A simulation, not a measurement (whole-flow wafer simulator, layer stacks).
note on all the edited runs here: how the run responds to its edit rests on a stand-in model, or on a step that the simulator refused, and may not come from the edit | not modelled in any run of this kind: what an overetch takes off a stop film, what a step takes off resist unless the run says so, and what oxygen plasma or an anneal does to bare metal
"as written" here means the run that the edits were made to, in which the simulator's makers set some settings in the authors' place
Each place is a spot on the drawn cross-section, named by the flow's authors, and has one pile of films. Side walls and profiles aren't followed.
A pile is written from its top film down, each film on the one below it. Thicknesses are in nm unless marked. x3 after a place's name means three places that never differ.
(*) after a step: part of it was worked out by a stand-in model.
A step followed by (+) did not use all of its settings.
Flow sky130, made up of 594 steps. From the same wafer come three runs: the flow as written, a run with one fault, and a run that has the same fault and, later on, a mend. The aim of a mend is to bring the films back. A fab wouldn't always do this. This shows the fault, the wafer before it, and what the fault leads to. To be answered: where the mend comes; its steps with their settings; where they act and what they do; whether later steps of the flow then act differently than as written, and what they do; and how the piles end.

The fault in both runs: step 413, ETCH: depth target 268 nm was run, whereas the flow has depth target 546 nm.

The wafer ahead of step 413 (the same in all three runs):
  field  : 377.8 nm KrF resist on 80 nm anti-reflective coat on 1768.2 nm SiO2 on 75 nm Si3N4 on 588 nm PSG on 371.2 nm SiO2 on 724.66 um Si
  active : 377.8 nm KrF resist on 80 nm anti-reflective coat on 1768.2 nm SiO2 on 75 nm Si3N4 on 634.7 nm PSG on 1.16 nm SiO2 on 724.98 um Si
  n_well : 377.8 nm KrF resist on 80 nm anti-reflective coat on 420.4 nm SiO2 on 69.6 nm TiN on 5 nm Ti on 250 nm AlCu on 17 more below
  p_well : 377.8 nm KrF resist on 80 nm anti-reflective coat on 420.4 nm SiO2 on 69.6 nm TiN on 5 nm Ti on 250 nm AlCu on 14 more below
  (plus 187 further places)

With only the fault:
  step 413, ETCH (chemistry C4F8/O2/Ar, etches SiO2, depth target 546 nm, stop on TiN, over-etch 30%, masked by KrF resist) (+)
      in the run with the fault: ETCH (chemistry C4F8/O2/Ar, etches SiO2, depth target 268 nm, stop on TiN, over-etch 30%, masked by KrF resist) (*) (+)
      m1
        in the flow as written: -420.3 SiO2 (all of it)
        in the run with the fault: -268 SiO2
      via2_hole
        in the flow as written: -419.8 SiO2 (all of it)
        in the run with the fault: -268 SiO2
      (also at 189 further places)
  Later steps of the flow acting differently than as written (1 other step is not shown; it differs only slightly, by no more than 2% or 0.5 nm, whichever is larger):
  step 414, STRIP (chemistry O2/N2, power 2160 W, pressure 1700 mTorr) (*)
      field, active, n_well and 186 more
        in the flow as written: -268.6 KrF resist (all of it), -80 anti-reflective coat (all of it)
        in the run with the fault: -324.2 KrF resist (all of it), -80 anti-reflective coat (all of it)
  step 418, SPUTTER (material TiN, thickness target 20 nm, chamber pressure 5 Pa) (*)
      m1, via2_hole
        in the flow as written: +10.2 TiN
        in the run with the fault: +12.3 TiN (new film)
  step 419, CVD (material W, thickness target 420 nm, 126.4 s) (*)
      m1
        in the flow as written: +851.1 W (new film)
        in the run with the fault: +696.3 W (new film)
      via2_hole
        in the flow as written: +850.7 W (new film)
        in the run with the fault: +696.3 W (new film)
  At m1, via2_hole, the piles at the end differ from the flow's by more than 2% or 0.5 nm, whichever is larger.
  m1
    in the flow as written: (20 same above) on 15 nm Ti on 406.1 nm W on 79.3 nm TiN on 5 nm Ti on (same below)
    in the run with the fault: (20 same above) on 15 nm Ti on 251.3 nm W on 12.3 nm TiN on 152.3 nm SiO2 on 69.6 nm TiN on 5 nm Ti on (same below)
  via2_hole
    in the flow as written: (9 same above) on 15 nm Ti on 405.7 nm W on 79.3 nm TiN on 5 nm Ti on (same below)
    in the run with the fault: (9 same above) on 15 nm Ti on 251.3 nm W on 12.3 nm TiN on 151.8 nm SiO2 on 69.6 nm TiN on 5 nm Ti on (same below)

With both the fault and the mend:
  After step 413 comes the mend.
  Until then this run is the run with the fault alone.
  step 413a, ETCH (chemistry C4F8/O2/Ar, etches SiO2, depth target 278 nm, stop on TiN, over-etch 30%, masked by KrF resist) (+) (the flow's step 413 again, with other settings)
      field, active, n_well and 186 more
        -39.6 KrF resist
      m1
        -152.3 SiO2 (all of it)
      via2_hole
        -151.8 SiO2 (all of it)
  Later steps of the flow acting differently than as written:
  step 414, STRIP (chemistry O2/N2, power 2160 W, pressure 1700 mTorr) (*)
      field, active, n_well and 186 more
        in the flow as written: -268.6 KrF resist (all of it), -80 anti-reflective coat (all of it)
        in the run with the mend: -284.6 KrF resist (all of it), -80 anti-reflective coat (all of it)
  The piles end the same as the flow's at every place that both follow.
